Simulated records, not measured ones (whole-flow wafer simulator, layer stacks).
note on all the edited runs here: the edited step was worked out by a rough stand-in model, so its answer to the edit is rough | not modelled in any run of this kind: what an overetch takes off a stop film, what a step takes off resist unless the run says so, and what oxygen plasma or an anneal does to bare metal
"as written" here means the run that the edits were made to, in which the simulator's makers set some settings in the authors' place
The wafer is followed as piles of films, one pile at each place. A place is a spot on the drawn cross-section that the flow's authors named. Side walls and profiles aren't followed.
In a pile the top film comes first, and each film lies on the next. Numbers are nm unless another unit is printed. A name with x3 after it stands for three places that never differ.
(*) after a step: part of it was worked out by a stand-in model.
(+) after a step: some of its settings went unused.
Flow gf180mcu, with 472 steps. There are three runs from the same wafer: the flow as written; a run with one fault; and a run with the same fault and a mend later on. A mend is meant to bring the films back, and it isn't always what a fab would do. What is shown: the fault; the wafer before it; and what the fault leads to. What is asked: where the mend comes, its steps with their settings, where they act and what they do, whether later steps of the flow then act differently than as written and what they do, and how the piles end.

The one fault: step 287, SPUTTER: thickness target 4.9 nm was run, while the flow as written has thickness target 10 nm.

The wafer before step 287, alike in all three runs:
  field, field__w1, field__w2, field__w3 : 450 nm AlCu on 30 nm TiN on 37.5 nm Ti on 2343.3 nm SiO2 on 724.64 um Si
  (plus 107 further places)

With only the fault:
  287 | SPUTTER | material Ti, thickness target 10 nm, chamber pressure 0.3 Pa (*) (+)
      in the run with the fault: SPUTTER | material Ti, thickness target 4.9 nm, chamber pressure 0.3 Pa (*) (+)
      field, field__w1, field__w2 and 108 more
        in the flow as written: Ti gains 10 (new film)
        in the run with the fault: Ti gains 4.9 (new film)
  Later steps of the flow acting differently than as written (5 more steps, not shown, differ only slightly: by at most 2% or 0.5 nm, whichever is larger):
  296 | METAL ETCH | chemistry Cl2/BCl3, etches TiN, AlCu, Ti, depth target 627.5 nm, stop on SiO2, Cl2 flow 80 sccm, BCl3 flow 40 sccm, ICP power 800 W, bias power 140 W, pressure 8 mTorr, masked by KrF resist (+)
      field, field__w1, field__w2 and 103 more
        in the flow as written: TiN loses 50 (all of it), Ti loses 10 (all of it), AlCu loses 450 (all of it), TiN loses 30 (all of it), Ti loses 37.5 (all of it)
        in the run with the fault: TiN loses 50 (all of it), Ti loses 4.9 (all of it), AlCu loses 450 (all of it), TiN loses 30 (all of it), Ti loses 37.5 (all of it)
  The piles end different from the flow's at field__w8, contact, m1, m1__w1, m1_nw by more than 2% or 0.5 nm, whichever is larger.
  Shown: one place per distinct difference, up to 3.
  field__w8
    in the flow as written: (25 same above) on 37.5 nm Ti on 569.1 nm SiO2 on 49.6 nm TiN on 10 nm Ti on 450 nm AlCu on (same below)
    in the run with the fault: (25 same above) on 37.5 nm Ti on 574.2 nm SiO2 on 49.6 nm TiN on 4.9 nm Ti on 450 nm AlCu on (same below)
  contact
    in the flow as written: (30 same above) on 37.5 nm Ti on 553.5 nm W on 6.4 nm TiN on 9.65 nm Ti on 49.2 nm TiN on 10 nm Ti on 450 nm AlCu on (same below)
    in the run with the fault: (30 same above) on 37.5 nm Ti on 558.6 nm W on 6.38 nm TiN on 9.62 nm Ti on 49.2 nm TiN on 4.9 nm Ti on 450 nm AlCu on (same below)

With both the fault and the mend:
  The mend follows step 287.
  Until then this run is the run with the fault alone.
  287a | SPUTTER | material Ti, thickness target 5.1 nm, chamber pressure 0.3 Pa (*) (+) (the flow's step 287, run once more with other settings)
      field, field__w1, field__w2 and 108 more
        Ti gains 5.1
  Every later step of the flow that is run acts as written at every place that is followed.
  The piles end the same as the flow's at every place that both follow.
